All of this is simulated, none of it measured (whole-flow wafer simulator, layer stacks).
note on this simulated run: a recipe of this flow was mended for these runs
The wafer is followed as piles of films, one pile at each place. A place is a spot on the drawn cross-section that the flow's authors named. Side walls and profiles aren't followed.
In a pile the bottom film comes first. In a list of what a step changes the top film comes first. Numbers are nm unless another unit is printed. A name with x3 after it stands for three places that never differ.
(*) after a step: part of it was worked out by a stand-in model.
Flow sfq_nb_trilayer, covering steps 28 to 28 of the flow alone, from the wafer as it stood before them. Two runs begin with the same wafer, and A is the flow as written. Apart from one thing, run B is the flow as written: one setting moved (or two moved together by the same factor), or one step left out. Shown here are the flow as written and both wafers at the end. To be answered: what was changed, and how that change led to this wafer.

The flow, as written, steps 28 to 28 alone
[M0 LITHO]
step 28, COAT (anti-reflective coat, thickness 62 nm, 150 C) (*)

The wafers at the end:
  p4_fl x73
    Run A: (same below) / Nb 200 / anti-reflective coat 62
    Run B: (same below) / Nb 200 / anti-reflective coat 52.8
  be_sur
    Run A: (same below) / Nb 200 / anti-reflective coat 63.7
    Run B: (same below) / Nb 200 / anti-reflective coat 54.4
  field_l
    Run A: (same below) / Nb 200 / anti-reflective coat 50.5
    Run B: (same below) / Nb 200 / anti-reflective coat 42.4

What caused this: step 28, COAT: thickness 52.8 nm was run, while the flow as written has thickness 62 nm.
The wafer lets one read it off: p4_fl x73 has anti-reflective coat 52.8, and step 28 as written asks for 62 nm.

The path from the change to this, step by step:
  step 28, COAT (anti-reflective coat, thickness 62 nm, 150 C) (*)
      p4_fl x73: A +62 anti-reflective coat (new film) | B +52.8 anti-reflective coat (new film)
      be_sur, gap, jj_sur and 8 more: A +63.7 anti-reflective coat (new film) | B +54.4 anti-reflective coat (new film)
      (also at 22 further places)
